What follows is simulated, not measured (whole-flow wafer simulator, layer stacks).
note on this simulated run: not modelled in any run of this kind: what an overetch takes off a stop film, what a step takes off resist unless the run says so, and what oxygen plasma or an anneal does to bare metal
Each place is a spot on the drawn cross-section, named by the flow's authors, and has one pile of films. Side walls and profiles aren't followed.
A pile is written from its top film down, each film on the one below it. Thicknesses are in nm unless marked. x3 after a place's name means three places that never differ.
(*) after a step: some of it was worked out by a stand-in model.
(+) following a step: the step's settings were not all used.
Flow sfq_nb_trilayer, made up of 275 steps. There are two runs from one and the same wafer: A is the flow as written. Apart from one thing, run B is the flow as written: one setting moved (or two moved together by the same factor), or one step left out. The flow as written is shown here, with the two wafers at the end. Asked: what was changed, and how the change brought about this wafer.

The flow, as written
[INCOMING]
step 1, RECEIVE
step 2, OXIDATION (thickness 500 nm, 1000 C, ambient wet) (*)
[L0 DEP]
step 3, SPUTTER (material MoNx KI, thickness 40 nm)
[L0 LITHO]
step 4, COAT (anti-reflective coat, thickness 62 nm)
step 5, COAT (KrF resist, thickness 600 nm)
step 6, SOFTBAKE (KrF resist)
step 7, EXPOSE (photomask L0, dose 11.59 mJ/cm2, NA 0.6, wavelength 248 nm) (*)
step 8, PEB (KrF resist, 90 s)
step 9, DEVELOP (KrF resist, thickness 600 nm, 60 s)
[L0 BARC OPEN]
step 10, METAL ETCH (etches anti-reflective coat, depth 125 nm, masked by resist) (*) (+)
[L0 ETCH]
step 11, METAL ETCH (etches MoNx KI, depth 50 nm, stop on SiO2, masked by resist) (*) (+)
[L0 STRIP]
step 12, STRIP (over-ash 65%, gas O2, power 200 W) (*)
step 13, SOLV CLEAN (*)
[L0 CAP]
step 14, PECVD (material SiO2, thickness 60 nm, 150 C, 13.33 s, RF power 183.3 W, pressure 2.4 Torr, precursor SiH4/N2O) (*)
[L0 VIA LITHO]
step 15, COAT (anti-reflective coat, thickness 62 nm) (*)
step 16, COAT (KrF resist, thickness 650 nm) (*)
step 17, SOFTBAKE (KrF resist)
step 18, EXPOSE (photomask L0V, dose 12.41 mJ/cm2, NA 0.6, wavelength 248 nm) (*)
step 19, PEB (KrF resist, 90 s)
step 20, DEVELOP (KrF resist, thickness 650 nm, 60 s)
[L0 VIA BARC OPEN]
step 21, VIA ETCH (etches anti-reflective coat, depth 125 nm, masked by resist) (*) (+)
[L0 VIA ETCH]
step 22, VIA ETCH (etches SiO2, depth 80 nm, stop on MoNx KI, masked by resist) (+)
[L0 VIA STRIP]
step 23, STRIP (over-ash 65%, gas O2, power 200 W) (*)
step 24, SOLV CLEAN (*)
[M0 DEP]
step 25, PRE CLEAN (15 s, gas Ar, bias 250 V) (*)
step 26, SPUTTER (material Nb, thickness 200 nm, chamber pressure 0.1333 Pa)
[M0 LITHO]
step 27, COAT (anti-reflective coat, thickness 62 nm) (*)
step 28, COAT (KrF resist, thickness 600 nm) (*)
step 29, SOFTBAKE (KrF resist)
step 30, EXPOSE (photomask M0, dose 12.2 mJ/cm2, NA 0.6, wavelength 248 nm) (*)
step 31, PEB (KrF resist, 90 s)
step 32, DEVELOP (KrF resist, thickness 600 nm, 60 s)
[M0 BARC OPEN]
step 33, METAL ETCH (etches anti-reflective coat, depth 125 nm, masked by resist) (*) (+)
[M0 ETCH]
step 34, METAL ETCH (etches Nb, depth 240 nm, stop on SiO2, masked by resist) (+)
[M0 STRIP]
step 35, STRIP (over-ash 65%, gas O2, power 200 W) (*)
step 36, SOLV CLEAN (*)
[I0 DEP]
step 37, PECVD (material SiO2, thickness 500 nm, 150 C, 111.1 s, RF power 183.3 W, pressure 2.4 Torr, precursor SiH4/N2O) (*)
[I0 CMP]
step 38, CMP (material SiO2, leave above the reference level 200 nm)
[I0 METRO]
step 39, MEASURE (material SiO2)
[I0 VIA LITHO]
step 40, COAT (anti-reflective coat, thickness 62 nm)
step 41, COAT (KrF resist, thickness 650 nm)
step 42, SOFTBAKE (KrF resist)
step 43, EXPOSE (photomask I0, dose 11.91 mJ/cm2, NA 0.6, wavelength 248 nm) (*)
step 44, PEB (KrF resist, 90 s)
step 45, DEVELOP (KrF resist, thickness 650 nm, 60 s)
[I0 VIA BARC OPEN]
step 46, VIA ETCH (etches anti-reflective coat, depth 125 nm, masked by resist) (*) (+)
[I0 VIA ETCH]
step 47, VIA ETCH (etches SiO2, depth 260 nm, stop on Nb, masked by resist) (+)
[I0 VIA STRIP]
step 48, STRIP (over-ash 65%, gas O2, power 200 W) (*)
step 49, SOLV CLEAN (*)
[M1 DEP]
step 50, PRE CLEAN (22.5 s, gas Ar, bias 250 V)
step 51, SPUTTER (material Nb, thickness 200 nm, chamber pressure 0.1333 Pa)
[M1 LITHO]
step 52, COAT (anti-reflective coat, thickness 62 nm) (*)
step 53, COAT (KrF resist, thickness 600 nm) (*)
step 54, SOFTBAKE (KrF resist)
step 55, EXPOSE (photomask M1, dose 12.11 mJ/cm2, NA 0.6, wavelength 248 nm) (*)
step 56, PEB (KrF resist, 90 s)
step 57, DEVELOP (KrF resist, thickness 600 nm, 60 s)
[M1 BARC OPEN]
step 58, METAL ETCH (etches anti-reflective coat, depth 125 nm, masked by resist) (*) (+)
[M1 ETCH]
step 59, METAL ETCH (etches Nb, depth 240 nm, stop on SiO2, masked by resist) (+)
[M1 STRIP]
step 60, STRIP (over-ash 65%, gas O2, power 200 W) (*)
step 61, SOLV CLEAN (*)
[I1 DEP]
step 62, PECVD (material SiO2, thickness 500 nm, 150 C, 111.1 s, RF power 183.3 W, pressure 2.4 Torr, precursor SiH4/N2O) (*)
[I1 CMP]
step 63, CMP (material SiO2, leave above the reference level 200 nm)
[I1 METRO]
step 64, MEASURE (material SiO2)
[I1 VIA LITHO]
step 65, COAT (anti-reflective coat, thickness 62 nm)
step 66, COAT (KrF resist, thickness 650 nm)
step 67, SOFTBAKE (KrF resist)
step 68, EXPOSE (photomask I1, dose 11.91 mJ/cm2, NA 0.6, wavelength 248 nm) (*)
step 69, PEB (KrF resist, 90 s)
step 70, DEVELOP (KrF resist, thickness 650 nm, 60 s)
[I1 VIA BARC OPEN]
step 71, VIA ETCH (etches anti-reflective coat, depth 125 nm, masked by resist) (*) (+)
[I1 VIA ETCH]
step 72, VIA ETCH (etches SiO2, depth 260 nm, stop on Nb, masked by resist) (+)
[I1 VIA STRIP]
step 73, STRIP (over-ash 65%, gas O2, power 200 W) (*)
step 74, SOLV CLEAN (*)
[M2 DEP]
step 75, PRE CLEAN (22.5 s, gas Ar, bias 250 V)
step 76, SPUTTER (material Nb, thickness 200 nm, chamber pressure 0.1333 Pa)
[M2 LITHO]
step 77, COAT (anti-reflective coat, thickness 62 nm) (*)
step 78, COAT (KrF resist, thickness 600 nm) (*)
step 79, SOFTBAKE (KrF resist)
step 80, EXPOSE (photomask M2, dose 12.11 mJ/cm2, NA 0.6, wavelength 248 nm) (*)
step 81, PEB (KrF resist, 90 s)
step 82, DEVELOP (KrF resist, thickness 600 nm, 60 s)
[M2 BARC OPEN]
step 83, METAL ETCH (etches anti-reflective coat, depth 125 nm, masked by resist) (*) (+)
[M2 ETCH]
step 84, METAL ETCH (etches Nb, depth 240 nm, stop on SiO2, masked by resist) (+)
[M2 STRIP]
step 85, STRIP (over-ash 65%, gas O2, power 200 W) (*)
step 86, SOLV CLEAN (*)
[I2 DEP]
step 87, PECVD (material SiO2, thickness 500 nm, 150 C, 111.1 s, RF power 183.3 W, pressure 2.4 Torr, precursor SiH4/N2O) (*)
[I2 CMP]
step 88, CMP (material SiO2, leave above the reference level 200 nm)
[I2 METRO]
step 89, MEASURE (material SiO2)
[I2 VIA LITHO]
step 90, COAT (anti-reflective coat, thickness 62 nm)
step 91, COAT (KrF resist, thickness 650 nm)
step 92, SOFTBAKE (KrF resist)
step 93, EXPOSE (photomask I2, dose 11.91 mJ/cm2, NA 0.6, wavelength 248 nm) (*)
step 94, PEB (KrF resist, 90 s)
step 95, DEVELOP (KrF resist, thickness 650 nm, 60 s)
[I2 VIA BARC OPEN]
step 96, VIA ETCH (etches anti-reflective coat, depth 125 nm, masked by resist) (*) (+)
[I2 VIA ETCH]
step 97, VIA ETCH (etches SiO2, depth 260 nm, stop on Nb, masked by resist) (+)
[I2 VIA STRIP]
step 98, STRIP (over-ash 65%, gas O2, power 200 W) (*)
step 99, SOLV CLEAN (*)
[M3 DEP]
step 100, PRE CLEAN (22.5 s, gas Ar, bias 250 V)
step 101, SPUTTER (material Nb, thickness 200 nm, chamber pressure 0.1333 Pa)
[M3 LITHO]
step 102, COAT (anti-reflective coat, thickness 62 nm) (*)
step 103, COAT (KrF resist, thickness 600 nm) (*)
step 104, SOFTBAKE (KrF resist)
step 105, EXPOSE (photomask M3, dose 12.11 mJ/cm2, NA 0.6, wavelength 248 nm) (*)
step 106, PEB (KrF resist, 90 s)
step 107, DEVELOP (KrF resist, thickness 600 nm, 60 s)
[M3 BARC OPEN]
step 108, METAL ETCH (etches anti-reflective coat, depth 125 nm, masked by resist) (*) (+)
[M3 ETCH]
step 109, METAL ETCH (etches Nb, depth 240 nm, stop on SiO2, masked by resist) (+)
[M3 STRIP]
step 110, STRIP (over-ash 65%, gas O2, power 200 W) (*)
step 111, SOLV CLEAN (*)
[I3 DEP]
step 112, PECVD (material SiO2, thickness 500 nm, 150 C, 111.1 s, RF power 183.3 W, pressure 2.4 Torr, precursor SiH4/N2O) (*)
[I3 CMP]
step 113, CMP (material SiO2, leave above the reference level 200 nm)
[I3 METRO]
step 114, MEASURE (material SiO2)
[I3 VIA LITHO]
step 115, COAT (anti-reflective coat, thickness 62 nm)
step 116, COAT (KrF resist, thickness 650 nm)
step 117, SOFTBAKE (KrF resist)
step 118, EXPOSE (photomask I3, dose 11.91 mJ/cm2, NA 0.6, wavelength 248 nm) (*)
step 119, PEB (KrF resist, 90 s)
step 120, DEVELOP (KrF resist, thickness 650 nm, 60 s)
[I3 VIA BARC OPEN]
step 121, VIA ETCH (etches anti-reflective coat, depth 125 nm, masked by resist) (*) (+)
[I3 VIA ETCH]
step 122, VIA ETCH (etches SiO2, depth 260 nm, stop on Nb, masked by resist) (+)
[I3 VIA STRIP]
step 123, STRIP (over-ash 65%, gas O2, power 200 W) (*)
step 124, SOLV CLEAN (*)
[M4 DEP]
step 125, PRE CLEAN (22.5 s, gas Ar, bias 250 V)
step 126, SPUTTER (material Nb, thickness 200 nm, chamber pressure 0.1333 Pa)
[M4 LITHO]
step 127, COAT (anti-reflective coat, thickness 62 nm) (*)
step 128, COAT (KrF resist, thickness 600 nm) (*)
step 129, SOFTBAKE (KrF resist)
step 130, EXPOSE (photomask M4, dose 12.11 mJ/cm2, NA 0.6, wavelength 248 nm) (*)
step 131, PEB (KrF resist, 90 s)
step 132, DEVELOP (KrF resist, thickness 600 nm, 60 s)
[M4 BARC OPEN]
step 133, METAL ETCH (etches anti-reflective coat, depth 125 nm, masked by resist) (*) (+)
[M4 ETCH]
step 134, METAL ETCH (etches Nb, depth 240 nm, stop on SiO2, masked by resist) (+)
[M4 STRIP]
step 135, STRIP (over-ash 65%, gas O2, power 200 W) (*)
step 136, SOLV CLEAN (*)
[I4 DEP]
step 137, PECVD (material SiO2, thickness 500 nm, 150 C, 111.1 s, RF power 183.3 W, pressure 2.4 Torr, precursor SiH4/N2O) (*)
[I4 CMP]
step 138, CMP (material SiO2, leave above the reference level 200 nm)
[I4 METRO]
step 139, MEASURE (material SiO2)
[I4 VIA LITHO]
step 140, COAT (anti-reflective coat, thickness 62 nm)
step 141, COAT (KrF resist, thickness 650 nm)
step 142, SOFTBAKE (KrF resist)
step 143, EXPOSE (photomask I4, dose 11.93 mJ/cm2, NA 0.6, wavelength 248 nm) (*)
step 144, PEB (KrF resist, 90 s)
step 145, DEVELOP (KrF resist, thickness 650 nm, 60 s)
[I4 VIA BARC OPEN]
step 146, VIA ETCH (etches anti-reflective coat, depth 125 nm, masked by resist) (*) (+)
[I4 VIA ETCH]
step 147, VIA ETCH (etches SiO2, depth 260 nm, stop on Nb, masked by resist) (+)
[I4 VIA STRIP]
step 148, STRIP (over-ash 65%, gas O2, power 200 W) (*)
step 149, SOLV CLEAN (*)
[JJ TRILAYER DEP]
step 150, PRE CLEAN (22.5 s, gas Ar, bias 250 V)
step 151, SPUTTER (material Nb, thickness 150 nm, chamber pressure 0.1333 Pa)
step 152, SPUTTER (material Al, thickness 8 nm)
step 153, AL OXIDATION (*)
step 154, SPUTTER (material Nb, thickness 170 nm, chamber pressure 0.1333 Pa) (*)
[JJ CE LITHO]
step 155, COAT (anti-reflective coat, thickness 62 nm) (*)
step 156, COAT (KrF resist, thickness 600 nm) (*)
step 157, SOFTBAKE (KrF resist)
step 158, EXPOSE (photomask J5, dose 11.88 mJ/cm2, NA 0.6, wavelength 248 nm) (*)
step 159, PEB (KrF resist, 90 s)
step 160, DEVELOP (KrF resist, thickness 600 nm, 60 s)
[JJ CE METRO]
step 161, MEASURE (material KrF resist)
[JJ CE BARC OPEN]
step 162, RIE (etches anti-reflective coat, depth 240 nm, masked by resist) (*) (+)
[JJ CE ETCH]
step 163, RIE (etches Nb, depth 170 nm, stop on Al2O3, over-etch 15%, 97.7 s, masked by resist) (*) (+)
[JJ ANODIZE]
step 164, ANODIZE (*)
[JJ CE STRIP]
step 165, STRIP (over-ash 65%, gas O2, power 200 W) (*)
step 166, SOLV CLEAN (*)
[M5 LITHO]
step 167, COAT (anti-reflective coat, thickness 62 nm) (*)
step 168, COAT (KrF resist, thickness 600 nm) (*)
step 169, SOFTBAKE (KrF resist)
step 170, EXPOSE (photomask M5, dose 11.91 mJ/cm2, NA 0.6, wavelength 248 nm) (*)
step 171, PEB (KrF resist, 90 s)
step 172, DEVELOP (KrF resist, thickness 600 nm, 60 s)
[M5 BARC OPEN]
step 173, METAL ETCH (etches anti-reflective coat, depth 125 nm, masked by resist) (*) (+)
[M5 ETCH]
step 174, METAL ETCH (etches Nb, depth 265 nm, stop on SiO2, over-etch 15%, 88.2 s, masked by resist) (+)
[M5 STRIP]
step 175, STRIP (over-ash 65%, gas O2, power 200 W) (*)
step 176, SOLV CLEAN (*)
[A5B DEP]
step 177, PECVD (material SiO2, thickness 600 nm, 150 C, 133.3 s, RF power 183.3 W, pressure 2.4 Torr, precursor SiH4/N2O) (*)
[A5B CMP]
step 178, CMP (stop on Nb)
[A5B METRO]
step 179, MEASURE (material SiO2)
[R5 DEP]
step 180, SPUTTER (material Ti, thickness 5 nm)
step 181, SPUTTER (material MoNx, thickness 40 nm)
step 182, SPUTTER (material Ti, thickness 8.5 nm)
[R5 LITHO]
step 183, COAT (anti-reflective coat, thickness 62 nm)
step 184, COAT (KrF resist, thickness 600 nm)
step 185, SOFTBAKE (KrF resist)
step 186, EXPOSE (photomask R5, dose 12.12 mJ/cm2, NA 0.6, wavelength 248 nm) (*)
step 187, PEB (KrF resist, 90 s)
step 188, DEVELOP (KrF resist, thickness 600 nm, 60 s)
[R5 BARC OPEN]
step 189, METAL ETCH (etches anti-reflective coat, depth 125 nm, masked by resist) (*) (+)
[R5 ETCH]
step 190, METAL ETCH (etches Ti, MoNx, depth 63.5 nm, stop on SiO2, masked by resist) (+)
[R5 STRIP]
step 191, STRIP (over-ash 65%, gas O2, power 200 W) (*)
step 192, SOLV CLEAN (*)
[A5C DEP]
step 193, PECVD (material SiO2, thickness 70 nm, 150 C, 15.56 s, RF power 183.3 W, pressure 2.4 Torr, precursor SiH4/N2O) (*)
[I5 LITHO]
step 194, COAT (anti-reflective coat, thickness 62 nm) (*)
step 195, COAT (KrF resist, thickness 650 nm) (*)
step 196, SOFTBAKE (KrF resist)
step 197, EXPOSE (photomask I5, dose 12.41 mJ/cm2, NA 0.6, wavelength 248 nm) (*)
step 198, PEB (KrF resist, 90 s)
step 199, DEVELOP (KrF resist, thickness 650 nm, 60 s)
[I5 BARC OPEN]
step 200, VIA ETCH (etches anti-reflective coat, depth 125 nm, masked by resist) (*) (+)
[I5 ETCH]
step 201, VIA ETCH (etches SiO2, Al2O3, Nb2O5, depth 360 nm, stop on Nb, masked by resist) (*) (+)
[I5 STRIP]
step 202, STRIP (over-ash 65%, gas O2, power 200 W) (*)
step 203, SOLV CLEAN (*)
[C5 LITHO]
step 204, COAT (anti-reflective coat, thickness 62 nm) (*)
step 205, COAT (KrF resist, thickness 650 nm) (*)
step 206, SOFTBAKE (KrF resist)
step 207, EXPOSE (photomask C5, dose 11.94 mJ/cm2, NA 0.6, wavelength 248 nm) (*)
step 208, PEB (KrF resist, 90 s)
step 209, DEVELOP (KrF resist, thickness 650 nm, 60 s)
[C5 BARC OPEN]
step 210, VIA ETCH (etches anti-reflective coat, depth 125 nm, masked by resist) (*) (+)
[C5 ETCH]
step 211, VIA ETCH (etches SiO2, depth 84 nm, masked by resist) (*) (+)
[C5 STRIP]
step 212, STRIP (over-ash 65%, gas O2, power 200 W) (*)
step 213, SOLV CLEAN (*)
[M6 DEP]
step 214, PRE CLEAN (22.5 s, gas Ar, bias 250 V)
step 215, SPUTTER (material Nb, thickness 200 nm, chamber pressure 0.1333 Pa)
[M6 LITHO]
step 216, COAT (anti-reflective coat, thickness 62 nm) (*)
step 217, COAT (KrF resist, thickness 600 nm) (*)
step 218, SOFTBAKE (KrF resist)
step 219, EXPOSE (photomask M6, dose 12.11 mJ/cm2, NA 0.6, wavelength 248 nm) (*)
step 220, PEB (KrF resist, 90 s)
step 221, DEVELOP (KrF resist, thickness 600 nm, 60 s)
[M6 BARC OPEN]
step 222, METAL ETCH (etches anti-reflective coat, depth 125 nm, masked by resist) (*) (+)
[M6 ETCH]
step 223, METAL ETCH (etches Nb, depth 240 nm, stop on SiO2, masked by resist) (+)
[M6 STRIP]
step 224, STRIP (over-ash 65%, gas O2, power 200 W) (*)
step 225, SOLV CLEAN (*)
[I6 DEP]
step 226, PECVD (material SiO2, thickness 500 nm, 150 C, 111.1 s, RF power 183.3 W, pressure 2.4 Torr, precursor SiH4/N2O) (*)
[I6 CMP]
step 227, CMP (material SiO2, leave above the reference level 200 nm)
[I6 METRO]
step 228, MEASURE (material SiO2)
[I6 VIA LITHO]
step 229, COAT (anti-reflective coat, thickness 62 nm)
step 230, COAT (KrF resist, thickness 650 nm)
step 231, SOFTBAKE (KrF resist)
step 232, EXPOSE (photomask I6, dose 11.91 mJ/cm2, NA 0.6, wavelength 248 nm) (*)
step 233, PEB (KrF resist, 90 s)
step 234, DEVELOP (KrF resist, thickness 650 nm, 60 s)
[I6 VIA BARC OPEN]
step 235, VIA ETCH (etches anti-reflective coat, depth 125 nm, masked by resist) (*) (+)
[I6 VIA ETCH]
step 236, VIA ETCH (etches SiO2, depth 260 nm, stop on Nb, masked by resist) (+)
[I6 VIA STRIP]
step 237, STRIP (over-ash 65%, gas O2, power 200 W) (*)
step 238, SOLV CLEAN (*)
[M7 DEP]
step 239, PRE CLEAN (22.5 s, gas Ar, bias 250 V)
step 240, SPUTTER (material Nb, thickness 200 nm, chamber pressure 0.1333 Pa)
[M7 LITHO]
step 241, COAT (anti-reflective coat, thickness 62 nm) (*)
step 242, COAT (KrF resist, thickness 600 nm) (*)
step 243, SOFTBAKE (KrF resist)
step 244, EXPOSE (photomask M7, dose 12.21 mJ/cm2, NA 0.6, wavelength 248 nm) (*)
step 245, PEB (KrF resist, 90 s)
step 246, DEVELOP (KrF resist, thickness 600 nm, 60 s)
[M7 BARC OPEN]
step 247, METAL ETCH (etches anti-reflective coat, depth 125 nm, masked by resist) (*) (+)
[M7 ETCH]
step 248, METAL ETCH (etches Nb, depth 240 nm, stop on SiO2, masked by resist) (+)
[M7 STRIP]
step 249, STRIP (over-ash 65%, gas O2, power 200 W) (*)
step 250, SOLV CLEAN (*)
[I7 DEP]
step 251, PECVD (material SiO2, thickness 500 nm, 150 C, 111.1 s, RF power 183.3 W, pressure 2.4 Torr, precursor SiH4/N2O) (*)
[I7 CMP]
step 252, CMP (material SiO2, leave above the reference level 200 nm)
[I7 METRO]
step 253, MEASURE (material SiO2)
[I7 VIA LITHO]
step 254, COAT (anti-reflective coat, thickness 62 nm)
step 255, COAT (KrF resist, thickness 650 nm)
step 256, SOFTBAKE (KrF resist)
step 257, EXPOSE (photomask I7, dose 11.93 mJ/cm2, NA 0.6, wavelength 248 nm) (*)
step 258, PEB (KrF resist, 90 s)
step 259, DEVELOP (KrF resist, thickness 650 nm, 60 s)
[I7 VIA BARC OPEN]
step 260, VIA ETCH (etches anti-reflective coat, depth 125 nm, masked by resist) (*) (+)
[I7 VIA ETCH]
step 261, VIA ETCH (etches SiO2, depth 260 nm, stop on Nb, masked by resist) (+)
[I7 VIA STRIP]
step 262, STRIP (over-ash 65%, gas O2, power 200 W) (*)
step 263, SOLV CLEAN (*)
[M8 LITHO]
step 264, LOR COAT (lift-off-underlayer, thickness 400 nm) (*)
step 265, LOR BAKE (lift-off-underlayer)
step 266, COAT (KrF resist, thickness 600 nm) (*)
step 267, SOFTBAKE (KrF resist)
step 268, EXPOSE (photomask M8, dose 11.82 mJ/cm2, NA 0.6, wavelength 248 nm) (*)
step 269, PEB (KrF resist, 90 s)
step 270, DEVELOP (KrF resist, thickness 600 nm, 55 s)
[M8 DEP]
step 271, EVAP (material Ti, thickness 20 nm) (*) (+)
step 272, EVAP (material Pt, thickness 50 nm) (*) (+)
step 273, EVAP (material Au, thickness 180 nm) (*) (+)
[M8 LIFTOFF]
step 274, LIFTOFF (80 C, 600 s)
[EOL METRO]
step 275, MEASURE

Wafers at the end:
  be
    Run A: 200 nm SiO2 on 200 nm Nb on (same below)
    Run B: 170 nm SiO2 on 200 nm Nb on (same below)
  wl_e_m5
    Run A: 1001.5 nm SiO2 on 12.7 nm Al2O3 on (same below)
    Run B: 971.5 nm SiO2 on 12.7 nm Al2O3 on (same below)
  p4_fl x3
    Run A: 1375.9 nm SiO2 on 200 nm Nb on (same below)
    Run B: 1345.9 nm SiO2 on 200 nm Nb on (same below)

What caused this: step 252, CMP: leave above the reference level 170 nm was run, whereas the flow has leave above the reference level 200 nm.
One can read it off the wafer: be has SiO2 170, and step 252 as written asks for 200 nm.

How this came from the change, step by step:
  step 252, CMP (material SiO2, leave above the reference level 200 nm)
      field_l, p4_fl x3, p4_w1 x9 and 46 more: A SiO2 loses 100 | B SiO2 loses 130
      v_sur, via_wl, via_w and 37 more: A SiO2 loses 300 | B SiO2 loses 330
      (as well as at 7 more places)
  step 261, VIA ETCH (etches SiO2, depth 260 nm, stop on Nb, masked by resist) (+)
      field_l, v_sur, via_sp and 100 more: A KrF resist loses 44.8 | B KrF resist loses 43.9
      via_wl, via_w, via_wr: A SiO2 loses 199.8 (all of it) | B SiO2 loses 169.8 (all of it)
  step 264, LOR COAT (lift-off-underlayer, thickness 400 nm) (*)
      via_wl, via_wr: A lift-off-underlayer gains 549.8 (new film) | B lift-off-underlayer gains 527.3 (new film)
      via_w: A lift-off-underlayer gains 536.4 (new film) | B lift-off-underlayer gains 516 (new film)
  step 270, DEVELOP (KrF resist, thickness 600 nm, 55 s)
      via_wl: A KrF resist loses 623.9 (all of it), lift-off-underlayer loses 549.8 (all of it) | B KrF resist loses 620.1 (all of it), lift-off-underlayer loses 527.3 (all of it)
      via_w: A KrF resist loses 635.4 (all of it), lift-off-underlayer loses 536.4 (all of it) | B KrF resist loses 629.9 (all of it), lift-off-underlayer loses 516 (all of it)
      (as well as at 1 more place)
